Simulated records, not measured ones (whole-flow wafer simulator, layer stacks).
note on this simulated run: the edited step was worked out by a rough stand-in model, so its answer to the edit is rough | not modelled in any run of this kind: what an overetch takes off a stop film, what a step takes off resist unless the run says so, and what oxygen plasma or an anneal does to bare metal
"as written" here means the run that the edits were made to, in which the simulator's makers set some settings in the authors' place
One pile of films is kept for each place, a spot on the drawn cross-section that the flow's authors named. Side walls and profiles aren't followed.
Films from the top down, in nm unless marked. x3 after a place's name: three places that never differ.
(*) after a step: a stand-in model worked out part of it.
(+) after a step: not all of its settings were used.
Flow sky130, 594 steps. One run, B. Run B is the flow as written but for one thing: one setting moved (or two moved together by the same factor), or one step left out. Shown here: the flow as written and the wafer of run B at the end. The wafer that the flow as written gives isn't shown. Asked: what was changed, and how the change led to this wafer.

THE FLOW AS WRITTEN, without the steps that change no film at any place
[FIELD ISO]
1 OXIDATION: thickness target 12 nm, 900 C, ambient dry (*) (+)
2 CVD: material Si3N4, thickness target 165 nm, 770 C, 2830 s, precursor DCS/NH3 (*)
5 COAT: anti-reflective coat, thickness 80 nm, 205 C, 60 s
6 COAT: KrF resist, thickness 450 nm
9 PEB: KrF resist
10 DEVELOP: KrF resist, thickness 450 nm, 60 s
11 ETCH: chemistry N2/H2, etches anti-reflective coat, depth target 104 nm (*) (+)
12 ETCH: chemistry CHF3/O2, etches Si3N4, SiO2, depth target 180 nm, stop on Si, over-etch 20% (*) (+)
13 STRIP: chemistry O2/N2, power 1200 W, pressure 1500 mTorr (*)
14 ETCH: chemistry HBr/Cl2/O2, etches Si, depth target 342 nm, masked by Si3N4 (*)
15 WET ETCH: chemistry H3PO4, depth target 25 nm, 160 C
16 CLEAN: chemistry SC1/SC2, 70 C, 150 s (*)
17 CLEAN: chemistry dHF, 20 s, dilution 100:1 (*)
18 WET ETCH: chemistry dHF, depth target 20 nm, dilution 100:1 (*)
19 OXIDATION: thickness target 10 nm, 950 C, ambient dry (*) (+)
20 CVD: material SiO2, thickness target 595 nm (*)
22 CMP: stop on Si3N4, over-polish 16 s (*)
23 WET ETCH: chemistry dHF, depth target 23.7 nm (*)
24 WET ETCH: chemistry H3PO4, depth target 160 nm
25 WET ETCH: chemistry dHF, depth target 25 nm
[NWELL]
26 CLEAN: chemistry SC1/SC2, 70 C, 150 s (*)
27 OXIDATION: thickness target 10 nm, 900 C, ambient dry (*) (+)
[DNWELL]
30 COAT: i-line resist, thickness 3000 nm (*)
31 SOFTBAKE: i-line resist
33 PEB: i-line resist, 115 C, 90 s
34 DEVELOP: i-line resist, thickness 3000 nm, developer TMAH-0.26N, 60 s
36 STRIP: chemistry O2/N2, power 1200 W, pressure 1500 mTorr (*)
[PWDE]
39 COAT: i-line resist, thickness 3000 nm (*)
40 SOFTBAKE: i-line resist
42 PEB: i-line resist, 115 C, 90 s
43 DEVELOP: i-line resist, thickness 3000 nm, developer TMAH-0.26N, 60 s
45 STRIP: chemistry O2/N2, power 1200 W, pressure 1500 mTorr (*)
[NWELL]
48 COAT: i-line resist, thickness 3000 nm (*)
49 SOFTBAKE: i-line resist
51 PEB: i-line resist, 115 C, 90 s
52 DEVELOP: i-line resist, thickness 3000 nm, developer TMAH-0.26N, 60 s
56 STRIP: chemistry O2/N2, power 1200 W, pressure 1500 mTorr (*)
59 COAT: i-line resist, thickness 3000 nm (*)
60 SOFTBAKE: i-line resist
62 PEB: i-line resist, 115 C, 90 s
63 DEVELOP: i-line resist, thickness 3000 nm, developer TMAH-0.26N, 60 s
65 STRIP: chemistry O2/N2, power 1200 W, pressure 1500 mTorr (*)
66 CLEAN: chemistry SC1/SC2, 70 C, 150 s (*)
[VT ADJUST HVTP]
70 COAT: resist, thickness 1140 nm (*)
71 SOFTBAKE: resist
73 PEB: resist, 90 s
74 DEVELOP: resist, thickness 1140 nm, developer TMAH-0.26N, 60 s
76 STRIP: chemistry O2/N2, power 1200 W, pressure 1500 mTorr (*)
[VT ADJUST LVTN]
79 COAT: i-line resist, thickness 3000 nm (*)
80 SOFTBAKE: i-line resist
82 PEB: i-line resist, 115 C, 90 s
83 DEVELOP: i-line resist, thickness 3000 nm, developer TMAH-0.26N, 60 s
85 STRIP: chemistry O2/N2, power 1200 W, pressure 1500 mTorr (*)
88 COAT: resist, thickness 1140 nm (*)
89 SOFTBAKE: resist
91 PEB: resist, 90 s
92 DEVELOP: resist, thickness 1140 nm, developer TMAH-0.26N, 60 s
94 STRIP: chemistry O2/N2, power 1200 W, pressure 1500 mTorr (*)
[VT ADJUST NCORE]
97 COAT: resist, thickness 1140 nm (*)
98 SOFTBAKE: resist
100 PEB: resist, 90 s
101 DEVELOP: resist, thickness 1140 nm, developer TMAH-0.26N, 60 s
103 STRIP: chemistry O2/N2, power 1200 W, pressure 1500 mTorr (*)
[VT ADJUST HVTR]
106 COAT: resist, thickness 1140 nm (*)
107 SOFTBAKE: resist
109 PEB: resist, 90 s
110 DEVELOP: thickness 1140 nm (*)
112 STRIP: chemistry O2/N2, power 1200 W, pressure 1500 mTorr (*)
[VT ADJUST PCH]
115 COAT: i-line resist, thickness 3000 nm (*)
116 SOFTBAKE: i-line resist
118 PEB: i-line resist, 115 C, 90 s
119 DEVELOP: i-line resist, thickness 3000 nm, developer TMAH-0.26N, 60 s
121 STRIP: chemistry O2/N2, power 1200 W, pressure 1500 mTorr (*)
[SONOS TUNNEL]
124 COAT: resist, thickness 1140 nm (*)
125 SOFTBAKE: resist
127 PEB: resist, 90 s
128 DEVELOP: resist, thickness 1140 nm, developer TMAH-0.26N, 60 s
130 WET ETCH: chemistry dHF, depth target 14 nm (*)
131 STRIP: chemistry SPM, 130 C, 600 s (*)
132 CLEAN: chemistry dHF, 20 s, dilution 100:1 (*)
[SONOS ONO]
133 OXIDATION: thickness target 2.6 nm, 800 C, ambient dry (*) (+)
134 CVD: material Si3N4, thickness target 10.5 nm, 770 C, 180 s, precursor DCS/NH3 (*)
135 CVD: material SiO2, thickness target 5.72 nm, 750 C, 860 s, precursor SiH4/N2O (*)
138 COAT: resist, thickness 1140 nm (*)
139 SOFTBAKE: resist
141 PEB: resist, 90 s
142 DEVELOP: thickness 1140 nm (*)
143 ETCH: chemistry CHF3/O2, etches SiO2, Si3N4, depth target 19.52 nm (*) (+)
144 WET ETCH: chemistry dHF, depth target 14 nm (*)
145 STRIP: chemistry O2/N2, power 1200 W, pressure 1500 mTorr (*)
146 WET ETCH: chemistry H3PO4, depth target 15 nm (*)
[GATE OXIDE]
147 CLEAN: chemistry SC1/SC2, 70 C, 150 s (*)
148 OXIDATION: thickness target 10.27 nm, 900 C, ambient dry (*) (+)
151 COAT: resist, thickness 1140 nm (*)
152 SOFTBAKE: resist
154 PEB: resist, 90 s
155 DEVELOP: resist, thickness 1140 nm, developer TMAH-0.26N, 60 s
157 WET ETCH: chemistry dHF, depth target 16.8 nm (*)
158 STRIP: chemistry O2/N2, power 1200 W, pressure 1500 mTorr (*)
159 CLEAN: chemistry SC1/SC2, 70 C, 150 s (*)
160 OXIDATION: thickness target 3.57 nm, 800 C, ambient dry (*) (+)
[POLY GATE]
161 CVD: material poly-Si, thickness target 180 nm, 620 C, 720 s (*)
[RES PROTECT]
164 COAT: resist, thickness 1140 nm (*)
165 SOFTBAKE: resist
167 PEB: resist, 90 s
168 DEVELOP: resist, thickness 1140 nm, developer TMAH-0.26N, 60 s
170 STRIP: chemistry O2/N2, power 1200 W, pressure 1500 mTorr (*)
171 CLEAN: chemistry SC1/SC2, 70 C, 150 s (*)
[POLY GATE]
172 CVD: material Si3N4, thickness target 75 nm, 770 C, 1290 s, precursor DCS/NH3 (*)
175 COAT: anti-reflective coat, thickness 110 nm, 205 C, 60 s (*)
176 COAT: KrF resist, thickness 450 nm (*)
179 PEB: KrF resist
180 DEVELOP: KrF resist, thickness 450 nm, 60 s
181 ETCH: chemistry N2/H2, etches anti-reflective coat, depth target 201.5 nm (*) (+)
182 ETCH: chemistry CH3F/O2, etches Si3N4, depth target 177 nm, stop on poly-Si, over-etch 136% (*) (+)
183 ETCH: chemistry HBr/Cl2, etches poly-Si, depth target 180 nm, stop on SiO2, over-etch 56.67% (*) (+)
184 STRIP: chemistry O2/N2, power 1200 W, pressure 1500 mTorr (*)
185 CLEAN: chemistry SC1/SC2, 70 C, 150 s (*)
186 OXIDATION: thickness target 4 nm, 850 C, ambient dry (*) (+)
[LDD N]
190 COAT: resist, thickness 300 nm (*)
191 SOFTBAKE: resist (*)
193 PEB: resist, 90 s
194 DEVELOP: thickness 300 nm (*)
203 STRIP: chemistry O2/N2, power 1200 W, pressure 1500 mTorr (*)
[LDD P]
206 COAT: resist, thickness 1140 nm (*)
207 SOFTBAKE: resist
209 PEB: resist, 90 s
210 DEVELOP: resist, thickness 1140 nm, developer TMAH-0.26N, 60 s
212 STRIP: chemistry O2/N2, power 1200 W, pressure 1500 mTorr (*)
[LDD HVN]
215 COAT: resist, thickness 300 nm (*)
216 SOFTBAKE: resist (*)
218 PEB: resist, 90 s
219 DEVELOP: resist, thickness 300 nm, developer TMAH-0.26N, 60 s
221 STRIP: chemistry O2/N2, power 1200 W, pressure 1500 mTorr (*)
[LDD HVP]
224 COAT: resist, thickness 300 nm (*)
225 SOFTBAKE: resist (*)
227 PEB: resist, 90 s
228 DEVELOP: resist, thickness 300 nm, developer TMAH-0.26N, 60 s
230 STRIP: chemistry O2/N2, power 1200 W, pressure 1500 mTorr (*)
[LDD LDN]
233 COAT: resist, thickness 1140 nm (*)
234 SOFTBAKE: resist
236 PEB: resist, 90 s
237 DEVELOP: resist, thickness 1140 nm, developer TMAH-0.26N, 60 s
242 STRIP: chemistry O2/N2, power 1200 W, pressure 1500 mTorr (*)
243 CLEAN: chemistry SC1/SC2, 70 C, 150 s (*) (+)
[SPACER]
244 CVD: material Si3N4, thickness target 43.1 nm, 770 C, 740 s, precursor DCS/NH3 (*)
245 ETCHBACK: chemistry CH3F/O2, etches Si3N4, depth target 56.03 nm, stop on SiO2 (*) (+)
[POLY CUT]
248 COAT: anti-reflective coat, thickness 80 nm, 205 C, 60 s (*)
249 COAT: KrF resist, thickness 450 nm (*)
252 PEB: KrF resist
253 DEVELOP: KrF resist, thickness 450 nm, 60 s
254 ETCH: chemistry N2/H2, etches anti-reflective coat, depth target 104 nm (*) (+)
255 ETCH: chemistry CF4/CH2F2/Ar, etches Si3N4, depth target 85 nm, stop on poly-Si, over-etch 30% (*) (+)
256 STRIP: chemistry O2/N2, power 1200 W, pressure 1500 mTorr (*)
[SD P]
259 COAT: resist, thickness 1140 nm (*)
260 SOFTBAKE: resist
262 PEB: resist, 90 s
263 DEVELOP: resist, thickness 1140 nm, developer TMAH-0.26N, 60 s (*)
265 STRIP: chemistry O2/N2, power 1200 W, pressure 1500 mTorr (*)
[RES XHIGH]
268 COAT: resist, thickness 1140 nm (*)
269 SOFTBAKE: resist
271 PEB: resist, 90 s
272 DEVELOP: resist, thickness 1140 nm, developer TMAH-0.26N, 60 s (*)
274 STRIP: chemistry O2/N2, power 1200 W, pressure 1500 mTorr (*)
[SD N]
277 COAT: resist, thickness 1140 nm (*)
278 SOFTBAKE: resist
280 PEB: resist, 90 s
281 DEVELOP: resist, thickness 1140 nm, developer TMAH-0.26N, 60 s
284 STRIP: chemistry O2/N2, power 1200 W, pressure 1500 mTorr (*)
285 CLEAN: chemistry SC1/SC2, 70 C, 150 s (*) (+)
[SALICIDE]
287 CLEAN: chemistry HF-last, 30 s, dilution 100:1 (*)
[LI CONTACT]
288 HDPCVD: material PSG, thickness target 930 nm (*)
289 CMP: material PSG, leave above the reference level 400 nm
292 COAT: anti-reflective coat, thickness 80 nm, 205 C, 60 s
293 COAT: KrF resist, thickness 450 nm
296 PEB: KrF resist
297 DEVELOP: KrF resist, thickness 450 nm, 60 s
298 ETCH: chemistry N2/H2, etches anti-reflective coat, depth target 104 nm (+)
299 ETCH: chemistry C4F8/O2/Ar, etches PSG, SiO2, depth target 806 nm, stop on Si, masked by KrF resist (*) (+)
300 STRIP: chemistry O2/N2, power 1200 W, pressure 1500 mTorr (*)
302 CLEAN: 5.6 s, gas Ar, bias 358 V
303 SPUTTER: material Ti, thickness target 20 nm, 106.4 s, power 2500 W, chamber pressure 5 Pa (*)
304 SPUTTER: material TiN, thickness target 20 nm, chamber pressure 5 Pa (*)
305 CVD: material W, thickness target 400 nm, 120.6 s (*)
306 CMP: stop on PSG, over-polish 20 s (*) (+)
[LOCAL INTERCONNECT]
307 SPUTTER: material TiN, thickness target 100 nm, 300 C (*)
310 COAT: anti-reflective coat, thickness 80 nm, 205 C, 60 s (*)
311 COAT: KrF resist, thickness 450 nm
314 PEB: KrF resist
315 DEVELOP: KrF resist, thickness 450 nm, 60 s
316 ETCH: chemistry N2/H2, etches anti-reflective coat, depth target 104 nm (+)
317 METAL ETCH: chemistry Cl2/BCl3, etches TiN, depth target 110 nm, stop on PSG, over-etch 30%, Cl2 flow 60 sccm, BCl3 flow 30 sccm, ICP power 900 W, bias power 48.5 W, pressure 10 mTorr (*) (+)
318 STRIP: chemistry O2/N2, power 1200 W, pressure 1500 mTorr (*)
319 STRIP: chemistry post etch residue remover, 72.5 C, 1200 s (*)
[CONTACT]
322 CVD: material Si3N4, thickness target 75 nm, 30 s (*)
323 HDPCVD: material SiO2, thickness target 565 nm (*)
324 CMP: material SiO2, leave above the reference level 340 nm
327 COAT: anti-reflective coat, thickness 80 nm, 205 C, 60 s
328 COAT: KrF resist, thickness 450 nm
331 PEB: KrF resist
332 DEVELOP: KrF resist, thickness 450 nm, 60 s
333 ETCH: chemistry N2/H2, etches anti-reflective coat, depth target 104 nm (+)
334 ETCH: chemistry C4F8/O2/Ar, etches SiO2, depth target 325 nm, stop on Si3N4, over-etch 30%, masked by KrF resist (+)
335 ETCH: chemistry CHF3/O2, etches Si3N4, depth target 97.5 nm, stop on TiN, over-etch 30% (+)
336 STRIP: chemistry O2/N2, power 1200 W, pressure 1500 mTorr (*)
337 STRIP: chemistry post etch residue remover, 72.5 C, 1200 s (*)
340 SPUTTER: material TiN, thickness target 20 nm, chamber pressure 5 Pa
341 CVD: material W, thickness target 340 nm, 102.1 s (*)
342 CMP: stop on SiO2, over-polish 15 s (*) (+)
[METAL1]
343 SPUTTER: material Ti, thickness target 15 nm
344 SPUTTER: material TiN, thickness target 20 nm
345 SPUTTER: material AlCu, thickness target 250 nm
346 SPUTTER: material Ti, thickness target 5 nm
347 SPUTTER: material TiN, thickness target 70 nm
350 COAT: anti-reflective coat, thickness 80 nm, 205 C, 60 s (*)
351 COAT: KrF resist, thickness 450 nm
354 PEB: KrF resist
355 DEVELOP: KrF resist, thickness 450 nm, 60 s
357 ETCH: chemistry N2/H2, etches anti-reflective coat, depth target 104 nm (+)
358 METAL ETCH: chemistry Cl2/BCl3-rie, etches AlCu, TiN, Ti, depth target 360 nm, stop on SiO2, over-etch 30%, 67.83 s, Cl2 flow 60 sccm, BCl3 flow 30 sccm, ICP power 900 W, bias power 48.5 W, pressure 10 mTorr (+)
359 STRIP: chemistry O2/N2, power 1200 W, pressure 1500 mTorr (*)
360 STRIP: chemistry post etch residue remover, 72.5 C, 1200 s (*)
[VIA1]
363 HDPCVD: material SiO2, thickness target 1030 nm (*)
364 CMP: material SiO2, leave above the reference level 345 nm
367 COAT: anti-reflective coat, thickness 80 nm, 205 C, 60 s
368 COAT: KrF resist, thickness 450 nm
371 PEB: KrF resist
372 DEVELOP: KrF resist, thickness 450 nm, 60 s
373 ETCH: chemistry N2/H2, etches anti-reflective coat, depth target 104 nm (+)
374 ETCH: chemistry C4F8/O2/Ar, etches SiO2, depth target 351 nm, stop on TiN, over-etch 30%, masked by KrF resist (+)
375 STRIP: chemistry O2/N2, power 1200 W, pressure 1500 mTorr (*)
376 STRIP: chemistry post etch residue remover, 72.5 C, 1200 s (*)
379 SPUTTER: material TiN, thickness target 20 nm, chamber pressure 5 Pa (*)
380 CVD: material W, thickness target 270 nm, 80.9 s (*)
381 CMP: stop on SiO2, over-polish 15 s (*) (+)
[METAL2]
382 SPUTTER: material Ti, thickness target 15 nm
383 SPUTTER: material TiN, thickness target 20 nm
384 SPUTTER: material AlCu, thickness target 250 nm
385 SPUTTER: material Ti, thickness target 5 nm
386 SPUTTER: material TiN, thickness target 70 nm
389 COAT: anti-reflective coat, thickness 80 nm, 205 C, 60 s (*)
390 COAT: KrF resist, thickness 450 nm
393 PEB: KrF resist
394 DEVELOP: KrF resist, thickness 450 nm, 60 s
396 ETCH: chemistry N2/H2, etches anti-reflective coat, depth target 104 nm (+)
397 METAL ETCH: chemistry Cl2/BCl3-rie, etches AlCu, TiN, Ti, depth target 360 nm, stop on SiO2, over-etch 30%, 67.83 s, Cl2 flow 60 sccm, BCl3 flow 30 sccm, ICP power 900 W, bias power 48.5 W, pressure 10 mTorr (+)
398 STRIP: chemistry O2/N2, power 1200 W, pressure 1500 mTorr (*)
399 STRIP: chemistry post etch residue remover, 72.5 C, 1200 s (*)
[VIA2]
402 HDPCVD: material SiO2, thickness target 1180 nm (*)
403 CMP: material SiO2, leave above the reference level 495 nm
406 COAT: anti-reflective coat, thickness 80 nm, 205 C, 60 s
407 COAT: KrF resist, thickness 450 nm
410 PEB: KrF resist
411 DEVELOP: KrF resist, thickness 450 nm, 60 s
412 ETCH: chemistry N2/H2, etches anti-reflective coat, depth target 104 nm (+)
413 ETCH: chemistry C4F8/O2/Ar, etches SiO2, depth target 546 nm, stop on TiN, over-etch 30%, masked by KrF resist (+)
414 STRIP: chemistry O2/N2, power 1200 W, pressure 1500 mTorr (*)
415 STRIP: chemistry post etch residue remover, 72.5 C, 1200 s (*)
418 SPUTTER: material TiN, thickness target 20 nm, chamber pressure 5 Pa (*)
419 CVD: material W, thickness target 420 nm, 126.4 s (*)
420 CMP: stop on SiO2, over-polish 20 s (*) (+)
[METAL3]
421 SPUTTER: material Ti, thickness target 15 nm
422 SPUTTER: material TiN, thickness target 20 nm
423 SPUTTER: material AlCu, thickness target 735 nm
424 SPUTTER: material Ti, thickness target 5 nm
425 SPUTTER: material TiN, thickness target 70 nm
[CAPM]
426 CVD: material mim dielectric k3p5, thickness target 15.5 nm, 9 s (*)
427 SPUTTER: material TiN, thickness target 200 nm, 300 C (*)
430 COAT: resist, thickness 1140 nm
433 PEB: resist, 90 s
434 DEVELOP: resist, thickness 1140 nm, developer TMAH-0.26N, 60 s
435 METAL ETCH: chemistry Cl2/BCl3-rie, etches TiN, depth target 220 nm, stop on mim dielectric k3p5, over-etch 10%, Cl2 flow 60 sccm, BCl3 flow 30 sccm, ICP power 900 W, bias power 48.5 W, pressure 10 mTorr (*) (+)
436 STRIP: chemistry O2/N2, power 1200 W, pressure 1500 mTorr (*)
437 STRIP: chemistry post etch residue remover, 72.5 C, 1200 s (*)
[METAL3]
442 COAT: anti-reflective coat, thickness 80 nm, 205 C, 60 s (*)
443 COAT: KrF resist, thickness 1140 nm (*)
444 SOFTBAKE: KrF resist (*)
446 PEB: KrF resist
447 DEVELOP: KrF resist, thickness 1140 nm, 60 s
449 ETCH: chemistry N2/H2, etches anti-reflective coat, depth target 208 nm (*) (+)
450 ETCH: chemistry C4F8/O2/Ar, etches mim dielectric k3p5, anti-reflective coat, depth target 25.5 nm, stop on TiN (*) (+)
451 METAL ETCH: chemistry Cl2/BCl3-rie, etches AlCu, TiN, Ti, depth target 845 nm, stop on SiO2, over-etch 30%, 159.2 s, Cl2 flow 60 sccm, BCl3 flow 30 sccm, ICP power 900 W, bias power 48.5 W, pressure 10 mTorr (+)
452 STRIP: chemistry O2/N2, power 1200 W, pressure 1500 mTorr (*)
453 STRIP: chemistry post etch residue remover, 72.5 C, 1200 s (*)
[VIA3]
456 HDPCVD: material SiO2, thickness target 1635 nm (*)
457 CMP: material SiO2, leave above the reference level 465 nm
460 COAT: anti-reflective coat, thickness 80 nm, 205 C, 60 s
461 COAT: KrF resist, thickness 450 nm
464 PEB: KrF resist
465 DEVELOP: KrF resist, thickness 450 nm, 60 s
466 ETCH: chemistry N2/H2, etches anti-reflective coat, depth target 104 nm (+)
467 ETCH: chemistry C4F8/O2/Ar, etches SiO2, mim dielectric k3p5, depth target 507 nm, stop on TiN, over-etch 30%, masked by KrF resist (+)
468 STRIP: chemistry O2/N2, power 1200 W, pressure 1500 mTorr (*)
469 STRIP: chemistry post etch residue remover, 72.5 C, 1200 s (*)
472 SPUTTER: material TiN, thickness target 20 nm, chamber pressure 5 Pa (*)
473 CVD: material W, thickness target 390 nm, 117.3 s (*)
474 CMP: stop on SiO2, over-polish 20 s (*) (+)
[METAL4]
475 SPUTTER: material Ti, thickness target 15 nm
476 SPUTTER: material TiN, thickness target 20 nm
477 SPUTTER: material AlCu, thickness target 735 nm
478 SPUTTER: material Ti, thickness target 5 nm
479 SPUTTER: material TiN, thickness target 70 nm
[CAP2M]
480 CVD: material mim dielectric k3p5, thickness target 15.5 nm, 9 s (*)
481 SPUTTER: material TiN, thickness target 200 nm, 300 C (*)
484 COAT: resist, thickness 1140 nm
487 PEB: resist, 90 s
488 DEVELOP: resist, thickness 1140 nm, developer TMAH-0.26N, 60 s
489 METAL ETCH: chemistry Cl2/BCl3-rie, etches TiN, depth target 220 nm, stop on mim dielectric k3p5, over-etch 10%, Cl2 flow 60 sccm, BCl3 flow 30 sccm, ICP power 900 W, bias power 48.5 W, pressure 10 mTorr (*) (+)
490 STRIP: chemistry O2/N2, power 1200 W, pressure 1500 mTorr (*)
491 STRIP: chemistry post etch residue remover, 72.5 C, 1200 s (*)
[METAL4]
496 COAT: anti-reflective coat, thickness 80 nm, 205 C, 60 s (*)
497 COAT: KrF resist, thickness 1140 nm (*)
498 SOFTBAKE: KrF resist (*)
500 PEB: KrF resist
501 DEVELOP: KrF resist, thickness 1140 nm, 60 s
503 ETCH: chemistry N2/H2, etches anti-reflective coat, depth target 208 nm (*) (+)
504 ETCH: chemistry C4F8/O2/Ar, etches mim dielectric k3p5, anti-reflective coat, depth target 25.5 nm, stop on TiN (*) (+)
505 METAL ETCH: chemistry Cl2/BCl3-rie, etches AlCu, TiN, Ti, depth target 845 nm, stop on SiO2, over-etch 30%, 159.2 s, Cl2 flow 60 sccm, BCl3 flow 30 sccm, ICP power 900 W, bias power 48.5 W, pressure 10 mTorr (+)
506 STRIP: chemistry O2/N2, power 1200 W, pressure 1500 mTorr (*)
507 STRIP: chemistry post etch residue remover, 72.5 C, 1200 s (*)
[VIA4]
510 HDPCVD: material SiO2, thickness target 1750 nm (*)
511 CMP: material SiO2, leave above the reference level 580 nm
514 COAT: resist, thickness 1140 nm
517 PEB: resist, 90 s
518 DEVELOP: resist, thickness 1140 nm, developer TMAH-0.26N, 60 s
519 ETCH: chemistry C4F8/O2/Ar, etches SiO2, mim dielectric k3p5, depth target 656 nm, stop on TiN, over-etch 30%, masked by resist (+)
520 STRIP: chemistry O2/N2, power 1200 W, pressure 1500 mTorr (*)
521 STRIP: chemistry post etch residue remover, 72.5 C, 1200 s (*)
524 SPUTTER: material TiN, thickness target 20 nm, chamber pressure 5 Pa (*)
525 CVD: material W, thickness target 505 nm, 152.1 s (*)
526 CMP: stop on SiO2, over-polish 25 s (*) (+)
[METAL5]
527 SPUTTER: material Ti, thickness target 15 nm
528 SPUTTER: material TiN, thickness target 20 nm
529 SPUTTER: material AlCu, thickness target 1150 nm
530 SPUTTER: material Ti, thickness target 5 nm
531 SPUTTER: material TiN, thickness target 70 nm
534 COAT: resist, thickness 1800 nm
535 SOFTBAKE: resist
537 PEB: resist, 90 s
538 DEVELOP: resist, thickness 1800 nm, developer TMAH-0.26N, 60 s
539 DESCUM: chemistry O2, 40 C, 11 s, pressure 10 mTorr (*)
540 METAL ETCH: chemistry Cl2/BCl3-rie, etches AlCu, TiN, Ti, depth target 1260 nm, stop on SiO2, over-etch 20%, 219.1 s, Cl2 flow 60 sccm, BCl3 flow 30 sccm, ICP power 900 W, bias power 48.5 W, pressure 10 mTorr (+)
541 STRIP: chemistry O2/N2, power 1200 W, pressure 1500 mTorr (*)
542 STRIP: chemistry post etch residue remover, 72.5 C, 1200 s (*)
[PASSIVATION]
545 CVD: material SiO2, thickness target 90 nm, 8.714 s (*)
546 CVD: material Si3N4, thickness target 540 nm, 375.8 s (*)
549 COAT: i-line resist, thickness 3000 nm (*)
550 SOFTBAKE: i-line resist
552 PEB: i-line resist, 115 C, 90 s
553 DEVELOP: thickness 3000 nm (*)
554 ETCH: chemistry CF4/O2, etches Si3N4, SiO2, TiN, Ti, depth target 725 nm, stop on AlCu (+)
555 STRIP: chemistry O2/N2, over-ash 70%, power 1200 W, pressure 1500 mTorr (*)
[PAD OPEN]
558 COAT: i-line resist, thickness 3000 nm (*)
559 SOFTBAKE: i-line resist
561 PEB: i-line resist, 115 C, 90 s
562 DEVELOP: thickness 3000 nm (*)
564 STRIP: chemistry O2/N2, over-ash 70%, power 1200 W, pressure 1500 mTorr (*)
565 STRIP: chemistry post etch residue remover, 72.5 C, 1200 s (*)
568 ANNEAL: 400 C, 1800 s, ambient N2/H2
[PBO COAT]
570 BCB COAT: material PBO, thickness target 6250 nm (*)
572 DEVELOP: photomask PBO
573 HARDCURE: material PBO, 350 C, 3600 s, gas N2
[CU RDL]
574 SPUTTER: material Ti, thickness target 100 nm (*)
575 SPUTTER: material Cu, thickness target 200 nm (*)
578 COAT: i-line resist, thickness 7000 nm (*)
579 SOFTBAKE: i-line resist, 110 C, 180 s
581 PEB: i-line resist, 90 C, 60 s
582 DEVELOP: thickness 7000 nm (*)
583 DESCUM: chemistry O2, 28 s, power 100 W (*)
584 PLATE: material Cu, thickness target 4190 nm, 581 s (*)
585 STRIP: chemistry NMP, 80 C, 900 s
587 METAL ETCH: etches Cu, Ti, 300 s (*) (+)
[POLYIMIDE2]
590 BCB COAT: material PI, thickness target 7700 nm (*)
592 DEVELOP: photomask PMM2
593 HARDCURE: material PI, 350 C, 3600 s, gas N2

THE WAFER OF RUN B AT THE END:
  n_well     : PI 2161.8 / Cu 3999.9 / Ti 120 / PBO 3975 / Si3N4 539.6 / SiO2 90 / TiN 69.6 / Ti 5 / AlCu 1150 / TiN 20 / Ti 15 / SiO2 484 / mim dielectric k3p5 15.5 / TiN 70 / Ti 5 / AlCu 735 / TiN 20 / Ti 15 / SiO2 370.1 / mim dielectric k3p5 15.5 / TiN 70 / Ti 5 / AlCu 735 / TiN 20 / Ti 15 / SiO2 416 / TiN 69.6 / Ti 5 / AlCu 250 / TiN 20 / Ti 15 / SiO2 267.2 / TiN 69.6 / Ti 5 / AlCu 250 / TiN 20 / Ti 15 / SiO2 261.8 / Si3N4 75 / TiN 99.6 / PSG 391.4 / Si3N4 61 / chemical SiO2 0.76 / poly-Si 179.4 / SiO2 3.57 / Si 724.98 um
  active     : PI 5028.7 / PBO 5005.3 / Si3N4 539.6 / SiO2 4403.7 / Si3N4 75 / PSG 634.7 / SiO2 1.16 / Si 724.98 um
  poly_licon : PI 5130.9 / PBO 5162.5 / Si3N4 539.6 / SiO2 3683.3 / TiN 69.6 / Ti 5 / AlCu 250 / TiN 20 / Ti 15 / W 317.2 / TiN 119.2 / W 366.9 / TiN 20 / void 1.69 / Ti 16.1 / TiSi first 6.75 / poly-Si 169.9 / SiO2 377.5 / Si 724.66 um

The cause: step 574, SPUTTER: thickness target 120 nm was run, where the flow has thickness target 100 nm.
It can be read off the wafer: n_well has Ti 120, and step 574 as written asks for 100 nm.

How the change led to this, step by step:
  574 SPUTTER: material Ti, thickness target 100 nm (*)
      field, active, n_well and 190 more: Ti +120 (new film) (as written it would be: Ti +100 (new film))
  587 METAL ETCH: etches Cu, Ti, 300 s (*) (+)
      field, active, gate and 167 more: Cu -200 (all of it), Ti -120 (all of it) (as written it would be: Cu -200 (all of it), Ti -100 (all of it))
  590 BCB COAT: material PI, thickness target 7700 nm (*)
      de16_gate_nw: PI +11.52 um (new film) (as written it would be: PI +11.5 um (new film))
